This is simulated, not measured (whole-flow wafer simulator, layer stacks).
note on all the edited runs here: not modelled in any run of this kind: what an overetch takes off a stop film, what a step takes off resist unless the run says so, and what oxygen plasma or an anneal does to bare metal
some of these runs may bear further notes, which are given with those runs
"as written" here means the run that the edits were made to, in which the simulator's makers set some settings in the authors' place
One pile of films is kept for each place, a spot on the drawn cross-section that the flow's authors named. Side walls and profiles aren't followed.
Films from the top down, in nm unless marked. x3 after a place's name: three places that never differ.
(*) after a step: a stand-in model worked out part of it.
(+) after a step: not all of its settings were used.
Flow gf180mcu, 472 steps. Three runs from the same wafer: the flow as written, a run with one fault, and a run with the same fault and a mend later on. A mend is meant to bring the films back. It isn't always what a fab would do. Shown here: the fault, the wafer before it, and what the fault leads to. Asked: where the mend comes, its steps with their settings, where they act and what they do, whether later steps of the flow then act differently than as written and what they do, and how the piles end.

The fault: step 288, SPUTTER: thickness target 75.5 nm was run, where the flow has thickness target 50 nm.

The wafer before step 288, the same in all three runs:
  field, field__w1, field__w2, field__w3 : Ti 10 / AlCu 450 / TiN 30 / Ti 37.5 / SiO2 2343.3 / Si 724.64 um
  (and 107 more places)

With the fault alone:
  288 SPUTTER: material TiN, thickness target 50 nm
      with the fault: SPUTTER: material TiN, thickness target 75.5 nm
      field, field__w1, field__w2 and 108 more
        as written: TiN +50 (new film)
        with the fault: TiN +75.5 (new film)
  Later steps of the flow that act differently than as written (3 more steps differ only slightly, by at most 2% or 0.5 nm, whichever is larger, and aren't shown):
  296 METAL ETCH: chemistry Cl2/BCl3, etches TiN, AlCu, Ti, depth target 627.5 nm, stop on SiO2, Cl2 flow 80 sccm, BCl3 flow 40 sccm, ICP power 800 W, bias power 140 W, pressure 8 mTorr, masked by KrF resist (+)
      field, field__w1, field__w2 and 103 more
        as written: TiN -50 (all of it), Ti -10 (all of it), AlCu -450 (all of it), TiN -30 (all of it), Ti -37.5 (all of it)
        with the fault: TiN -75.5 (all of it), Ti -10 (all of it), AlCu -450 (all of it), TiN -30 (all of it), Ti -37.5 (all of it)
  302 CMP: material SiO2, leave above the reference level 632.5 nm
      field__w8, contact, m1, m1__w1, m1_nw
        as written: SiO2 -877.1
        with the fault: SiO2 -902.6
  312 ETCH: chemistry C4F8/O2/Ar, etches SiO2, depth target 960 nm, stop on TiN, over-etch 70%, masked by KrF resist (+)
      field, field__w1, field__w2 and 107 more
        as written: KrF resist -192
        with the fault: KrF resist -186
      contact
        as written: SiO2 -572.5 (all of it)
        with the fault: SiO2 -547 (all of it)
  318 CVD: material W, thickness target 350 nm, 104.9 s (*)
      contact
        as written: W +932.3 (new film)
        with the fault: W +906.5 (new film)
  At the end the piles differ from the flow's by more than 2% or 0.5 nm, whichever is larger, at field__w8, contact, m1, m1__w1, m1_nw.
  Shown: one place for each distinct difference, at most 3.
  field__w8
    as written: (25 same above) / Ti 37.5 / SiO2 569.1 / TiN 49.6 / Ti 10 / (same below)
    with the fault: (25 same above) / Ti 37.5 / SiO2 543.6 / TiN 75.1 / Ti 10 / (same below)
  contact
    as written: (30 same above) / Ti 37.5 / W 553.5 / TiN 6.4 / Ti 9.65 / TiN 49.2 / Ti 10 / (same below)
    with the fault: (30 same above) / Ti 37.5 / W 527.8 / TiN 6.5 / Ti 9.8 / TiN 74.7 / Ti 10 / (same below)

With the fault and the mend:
  The mend comes after step 288.
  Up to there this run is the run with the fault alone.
  288a METAL ETCH: chemistry Cl2/BCl3, etches TiN, AlCu, Ti, depth target 25.5 nm, Cl2 flow 80 sccm, BCl3 flow 40 sccm, ICP power 800 W, bias power 140 W, pressure 8 mTorr (the flow's step 260 once more, with other settings)
      field, field__w1, field__w2 and 108 more
        TiN -25.5
  No later step of the flow acts differently than as written at any place that is followed.
  At the end the piles are the same as the flow's at every place that both follow.
